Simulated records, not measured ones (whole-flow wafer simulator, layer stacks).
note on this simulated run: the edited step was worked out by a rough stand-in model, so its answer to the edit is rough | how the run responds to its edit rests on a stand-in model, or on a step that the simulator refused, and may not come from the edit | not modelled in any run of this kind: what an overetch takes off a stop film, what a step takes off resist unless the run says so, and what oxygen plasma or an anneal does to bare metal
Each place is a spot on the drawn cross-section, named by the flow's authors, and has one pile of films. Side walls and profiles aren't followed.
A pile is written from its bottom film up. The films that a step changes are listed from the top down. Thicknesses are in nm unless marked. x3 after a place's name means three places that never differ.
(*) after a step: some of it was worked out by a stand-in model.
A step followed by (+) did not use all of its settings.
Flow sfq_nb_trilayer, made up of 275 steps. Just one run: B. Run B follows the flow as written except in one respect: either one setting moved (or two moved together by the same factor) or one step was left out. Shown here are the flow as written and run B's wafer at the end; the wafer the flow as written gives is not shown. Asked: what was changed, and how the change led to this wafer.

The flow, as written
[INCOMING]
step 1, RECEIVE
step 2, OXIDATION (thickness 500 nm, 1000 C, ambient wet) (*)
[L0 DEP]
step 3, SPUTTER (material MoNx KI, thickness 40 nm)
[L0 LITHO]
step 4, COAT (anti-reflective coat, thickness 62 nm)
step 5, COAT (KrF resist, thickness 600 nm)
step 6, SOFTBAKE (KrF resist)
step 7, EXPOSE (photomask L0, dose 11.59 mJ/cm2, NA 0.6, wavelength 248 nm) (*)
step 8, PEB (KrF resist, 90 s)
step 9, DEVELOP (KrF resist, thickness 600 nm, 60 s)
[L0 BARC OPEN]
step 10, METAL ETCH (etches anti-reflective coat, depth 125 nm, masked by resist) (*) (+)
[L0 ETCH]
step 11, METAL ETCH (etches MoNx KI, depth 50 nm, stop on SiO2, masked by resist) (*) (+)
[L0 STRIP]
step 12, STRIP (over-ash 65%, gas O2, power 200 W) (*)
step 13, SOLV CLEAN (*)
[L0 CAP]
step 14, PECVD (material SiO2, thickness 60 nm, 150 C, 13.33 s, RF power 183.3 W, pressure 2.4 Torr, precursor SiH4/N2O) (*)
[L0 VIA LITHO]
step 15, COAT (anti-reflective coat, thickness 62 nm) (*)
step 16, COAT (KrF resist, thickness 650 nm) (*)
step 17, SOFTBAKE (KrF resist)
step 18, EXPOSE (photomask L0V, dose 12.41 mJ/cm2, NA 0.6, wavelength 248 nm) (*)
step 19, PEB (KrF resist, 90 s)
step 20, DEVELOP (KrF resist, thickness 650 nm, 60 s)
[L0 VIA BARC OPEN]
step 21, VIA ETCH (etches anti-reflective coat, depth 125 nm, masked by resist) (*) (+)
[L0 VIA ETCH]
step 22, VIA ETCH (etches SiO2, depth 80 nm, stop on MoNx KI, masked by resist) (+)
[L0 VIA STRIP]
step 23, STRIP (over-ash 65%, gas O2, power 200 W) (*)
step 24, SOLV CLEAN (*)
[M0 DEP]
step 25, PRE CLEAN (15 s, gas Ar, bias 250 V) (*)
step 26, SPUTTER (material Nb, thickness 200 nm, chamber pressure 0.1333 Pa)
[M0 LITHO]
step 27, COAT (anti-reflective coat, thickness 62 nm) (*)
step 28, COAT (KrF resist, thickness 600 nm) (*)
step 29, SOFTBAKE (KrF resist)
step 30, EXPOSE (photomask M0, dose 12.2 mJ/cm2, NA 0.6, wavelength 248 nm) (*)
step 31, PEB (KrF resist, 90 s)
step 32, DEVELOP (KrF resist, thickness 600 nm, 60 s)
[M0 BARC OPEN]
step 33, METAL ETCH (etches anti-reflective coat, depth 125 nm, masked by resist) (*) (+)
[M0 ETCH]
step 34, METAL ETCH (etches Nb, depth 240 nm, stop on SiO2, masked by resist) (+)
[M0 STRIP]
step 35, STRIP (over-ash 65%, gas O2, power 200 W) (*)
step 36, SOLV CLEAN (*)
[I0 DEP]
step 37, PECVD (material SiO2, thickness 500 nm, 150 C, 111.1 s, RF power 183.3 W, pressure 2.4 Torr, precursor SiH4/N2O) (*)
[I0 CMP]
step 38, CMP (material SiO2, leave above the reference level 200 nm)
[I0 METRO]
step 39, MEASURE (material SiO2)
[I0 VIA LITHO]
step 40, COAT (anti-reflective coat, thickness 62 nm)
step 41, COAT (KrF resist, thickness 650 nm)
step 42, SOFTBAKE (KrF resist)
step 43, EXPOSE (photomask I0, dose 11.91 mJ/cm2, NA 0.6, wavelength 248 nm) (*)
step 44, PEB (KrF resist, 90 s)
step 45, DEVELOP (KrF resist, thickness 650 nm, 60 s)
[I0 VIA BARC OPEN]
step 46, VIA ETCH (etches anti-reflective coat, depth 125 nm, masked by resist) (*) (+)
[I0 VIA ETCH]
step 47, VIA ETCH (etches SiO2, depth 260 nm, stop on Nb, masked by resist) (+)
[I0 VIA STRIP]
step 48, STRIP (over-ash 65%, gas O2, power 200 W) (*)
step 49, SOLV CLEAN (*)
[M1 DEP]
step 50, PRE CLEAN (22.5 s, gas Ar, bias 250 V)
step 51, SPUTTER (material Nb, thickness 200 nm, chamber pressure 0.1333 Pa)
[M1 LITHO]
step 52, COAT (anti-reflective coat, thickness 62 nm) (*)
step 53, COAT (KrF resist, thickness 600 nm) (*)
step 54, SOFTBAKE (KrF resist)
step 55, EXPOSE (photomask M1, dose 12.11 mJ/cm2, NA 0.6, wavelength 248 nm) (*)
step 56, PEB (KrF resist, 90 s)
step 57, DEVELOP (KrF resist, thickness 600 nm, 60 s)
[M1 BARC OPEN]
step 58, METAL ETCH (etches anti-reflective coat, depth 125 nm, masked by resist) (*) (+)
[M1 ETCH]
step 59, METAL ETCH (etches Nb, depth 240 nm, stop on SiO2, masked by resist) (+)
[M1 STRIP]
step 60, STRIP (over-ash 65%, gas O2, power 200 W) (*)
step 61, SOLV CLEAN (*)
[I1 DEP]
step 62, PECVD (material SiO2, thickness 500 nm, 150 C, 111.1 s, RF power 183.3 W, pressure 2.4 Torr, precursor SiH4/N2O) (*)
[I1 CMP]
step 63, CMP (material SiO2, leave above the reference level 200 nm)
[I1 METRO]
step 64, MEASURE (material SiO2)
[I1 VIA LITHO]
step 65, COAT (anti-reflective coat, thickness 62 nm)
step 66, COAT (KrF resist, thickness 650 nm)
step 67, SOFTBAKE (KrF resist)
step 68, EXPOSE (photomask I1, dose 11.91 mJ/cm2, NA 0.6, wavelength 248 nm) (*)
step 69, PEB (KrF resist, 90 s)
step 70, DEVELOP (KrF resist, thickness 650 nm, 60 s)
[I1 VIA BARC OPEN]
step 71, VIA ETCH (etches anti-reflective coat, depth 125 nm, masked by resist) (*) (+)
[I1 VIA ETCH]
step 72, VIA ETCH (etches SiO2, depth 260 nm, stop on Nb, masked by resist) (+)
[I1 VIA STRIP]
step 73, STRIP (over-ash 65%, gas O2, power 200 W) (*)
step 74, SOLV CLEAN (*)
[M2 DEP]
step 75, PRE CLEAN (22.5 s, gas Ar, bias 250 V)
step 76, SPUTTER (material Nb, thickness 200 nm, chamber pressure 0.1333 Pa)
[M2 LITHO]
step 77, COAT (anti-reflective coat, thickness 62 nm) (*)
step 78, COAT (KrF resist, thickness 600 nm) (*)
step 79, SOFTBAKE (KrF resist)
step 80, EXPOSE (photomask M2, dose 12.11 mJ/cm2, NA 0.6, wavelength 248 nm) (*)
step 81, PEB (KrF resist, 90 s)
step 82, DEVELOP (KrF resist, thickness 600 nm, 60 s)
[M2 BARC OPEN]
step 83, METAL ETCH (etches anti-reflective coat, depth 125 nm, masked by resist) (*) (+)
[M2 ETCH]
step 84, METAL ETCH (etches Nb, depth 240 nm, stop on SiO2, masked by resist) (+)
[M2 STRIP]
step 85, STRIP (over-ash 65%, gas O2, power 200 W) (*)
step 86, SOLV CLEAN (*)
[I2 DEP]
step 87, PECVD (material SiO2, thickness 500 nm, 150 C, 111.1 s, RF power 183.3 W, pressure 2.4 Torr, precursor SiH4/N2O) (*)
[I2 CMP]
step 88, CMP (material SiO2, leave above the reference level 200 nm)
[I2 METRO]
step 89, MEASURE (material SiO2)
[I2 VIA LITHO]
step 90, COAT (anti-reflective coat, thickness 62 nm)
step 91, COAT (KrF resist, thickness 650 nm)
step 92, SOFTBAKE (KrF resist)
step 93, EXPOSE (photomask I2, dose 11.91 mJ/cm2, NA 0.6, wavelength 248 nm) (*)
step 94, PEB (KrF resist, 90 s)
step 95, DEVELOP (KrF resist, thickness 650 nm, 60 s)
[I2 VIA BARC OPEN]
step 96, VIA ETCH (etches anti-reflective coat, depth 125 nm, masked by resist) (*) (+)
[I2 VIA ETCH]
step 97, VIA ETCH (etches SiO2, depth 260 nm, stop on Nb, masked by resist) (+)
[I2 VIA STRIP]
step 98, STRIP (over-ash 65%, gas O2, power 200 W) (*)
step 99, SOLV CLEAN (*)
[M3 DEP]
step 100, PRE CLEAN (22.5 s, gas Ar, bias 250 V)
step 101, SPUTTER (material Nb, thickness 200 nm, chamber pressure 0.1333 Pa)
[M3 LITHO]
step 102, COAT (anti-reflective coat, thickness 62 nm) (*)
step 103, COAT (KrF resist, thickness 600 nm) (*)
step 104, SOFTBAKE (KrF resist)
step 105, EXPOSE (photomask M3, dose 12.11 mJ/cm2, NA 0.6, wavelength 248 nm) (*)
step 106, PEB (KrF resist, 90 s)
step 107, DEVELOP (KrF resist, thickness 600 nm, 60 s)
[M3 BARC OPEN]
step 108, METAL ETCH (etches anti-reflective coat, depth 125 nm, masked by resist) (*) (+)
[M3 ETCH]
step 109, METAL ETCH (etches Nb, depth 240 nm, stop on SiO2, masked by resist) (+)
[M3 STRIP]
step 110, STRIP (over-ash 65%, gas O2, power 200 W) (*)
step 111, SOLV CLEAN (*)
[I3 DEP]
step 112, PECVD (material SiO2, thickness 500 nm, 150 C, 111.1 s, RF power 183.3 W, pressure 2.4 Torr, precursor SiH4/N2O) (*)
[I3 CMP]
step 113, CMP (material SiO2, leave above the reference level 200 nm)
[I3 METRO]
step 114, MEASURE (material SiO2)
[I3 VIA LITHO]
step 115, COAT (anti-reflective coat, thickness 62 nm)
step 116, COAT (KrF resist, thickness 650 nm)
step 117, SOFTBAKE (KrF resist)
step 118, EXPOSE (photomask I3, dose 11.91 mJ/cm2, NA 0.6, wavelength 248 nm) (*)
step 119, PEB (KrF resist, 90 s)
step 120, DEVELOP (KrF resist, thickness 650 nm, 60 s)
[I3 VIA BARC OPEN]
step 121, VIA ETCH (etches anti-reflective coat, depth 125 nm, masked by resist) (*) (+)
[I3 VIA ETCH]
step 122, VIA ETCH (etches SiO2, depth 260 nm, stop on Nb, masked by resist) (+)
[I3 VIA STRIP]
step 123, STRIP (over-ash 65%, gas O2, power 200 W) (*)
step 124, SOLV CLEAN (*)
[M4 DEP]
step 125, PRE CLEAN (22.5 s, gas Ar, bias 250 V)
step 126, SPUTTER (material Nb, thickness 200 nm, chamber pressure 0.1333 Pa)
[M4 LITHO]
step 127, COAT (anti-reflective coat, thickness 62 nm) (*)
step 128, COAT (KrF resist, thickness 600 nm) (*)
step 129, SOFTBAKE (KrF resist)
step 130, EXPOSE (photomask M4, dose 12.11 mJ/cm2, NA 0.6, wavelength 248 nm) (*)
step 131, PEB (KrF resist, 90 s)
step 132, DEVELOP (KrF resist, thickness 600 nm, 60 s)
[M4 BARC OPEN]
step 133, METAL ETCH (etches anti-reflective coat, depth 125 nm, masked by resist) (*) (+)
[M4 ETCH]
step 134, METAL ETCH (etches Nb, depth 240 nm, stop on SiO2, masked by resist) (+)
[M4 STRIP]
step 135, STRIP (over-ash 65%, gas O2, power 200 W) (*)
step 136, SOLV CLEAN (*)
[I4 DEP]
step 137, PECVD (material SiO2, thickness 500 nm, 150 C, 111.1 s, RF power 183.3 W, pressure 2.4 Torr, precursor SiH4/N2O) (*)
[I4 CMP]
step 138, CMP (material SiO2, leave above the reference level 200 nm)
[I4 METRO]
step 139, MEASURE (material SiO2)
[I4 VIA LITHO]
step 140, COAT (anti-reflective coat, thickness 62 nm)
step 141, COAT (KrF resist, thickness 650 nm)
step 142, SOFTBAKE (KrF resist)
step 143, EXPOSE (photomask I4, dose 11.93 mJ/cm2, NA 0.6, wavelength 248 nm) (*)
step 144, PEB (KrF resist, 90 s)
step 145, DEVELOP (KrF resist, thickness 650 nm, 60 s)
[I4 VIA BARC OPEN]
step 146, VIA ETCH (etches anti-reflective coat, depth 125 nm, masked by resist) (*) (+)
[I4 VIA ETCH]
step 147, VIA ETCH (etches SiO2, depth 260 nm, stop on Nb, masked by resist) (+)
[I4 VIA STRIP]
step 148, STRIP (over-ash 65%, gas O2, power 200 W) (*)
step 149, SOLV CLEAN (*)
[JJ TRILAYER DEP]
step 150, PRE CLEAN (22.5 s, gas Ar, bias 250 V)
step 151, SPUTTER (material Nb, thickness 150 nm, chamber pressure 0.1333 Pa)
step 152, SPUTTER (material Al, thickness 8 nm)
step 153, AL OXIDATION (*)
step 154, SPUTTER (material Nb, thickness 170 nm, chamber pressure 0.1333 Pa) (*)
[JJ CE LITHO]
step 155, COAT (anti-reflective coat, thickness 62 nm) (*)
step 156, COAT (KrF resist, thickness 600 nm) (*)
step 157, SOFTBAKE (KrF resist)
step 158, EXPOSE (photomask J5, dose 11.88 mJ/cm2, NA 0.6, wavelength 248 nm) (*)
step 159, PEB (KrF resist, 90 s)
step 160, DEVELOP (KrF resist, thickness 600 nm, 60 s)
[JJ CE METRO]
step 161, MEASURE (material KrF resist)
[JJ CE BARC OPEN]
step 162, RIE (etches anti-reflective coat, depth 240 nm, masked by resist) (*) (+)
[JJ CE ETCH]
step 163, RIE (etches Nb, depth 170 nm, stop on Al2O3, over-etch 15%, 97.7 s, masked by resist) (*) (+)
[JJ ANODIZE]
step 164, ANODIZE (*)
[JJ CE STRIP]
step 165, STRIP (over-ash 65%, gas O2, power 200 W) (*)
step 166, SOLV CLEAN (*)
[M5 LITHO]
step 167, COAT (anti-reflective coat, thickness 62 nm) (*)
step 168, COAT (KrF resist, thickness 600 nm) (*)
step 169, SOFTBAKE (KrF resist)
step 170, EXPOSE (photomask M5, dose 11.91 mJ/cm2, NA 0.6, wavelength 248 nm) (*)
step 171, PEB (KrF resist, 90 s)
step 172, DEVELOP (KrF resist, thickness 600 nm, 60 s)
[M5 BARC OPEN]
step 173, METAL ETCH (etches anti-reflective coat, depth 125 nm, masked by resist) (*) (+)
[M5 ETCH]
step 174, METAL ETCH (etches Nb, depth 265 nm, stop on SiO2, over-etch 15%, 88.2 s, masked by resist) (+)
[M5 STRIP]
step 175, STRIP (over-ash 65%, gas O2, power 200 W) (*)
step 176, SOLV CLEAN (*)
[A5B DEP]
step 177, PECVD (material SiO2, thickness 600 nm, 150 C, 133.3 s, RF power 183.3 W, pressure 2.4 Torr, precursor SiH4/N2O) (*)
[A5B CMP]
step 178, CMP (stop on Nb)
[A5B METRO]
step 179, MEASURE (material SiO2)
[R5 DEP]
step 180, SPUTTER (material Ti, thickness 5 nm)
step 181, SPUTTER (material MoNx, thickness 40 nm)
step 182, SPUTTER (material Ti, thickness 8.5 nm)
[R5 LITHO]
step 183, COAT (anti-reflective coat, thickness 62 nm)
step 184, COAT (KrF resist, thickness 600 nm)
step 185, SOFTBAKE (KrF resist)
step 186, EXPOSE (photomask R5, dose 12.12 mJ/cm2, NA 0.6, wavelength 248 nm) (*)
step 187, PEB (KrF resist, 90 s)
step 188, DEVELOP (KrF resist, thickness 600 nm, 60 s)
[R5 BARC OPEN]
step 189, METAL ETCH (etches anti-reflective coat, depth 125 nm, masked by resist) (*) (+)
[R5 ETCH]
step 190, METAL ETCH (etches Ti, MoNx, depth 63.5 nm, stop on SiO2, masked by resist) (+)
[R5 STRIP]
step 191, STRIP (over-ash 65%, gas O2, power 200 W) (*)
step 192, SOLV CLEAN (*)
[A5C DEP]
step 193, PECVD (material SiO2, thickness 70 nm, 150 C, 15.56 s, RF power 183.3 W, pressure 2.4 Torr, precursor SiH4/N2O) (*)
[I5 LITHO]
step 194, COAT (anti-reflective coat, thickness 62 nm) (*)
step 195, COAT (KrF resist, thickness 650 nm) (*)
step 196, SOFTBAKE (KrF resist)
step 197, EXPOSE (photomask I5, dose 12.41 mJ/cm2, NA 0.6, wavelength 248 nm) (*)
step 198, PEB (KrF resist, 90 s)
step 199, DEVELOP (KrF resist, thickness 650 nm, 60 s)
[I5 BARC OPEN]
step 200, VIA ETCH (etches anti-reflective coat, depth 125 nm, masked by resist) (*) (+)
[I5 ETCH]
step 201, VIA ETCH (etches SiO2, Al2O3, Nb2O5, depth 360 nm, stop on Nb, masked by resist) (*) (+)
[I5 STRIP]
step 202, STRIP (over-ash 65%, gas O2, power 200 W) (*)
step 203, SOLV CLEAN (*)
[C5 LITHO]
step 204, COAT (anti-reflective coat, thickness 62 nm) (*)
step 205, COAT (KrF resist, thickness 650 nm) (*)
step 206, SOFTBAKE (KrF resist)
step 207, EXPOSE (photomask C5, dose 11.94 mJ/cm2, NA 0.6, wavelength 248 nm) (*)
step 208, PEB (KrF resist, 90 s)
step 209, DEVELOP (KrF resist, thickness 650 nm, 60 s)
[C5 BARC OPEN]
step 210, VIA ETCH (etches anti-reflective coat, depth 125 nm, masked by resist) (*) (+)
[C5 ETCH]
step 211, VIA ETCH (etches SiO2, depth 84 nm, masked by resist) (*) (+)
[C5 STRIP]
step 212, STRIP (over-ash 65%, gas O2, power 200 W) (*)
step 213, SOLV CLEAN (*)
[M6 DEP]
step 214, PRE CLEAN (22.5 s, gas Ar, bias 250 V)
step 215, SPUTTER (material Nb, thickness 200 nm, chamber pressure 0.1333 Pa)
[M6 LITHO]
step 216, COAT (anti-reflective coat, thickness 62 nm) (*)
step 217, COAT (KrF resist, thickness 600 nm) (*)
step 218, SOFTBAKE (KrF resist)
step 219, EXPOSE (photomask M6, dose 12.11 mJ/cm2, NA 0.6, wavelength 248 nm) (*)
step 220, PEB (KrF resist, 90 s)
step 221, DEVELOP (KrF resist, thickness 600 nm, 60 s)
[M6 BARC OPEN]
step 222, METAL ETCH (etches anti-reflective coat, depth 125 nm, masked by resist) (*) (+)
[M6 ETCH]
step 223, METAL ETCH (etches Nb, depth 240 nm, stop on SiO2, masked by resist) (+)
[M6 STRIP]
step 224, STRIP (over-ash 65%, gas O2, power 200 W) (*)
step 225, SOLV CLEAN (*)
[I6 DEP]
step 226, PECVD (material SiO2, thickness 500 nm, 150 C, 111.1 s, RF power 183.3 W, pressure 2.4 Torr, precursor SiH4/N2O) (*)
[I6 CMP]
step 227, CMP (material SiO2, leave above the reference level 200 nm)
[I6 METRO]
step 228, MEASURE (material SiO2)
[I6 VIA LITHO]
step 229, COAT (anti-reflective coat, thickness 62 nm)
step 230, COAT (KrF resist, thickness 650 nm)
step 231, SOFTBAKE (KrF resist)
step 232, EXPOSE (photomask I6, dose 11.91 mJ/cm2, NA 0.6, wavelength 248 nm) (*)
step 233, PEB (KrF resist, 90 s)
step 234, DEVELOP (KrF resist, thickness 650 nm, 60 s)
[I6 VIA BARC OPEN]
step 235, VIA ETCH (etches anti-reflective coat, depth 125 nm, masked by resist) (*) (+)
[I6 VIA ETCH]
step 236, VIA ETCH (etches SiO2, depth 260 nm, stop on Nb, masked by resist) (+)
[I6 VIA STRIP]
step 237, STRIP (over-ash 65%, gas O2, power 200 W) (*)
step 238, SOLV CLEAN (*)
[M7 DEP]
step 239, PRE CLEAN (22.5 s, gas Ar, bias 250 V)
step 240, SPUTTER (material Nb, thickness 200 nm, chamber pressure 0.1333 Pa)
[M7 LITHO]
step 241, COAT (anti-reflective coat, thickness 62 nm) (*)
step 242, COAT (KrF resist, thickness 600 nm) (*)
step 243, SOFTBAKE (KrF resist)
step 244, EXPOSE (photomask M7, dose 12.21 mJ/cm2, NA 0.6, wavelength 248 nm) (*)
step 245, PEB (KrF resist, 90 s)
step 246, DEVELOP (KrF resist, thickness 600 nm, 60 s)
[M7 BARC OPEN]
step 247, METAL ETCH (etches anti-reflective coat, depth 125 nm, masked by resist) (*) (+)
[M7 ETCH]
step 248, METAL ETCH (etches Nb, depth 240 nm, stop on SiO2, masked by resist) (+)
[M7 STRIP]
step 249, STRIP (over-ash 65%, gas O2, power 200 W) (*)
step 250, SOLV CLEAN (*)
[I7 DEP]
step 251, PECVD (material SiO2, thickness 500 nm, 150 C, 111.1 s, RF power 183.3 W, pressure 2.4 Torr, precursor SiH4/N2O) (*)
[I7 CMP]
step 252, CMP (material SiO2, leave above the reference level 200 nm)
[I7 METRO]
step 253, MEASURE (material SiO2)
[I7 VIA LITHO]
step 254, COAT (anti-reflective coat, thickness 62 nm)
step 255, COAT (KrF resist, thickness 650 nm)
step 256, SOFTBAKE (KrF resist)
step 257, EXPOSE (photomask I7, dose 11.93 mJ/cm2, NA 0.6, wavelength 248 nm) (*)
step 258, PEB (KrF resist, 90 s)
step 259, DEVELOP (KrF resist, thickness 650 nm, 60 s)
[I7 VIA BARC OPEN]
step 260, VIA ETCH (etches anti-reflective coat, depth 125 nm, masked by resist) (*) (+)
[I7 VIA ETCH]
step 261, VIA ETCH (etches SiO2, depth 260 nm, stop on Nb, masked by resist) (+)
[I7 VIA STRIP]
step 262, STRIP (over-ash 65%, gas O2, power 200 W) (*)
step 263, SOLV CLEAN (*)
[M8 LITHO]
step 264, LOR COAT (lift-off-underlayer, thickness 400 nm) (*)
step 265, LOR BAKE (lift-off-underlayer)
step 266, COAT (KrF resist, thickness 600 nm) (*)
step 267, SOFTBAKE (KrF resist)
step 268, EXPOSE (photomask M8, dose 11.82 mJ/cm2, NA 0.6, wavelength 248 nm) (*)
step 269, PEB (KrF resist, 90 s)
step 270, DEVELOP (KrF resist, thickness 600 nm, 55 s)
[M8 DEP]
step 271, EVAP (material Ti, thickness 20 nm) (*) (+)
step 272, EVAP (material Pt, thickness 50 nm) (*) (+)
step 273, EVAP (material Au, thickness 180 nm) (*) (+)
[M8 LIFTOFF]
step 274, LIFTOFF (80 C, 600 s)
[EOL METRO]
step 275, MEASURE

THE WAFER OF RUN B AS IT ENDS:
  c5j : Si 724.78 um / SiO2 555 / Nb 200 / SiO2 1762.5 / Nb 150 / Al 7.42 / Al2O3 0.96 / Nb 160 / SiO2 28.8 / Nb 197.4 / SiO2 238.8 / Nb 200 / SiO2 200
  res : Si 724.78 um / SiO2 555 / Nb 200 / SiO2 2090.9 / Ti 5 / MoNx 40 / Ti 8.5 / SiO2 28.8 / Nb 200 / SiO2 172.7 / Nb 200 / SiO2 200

Cause: step 211, VIA ETCH: depth 33.6 nm was run, though the flow has depth 84 nm.

Step by step, how the change led to this:
  step 211, VIA ETCH (etches SiO2, depth 84 nm, masked by resist) (*) (+)
      c5j: SiO2 loses 33.6 (as written it would have been: SiO2 loses 69.9 (all of it), Nb loses 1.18)
      res: SiO2 loses 33.6 (as written it would have been: SiO2 loses 69.9 (all of it))
      (and at 104 other places as well)
  step 214, PRE CLEAN (22.5 s, gas Ar, bias 250 V)
      c5j: SiO2 loses 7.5 (as written it would have been: Nb loses 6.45)
      res: SiO2 loses 7.5 (as written it would have been: Ti loses 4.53)
  step 215, SPUTTER (material Nb, thickness 200 nm, chamber pressure 0.1333 Pa)
      c5j: Nb gains 197.4 (new film) (as written it would have been: Nb gains 188.4)
      res: Nb gains 200 (new film) (as written it would have been: Nb gains 192.9 (new film))
  step 216, COAT (anti-reflective coat, thickness 62 nm) (*)
      jj_sur: anti-reflective coat gains 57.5 (new film) (as written it would have been: anti-reflective coat gains 56.1 (new film))
      ce_l: anti-reflective coat gains 57.3 (new film) (as written it would have been: anti-reflective coat gains 48 (new film))
      (and at 6 other places as well)
  step 217, COAT (KrF resist, thickness 600 nm) (*)
      c5j: KrF resist gains 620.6 (new film) (as written it would have been: KrF resist gains 636 (new film))
      res: KrF resist gains 588.2 (new film) (as written it would have been: KrF resist gains 605.2 (new film))
  step 224, STRIP (over-ash 65%, gas O2, power 200 W) (*)
      jj_sur: KrF resist loses 379.9 (all of it), anti-reflective coat loses 57.5 (all of it) (as written it would have been: KrF resist loses 378.5 (all of it), anti-reflective coat loses 56.1 (all of it))
      ce_l: KrF resist loses 391.5 (all of it), anti-reflective coat loses 57.3 (all of it) (as written it would have been: KrF resist loses 397.1 (all of it), anti-reflective coat loses 48 (all of it))
      (and at 6 other places as well)
  step 226, PECVD (material SiO2, thickness 500 nm, 150 C, 111.1 s, RF power 183.3 W, pressure 2.4 Torr, precursor SiH4/N2O) (*)
      c5j: SiO2 gains 500 (new film) (as written it would have been: SiO2 gains 514.7 (new film))
  step 227, CMP (material SiO2, leave above the reference level 200 nm)
      c5j: SiO2 loses 253.7 (as written it would have been: SiO2 loses 223)
      res: SiO2 loses 319.8 (as written it would have been: SiO2 loses 279.4)
Taking metal films that touch as one body, c5j has 5 bodies (between them, from the top down: SiO2 238.8; SiO2 28.8; Al2O3 0.96; SiO2 1762.5); the flow as written gives 4 bodies (between them, from the top down: SiO2 284.2; Al2O3 0.96; SiO2 1762.5).
Taking metal films that touch as one body, res has 4 bodies (between them, from the top down: SiO2 172.7; SiO2 28.8; SiO2 2090.9); the flow as written gives 3 bodies (between them, from the top down: SiO2 213.1; SiO2 2090.9).
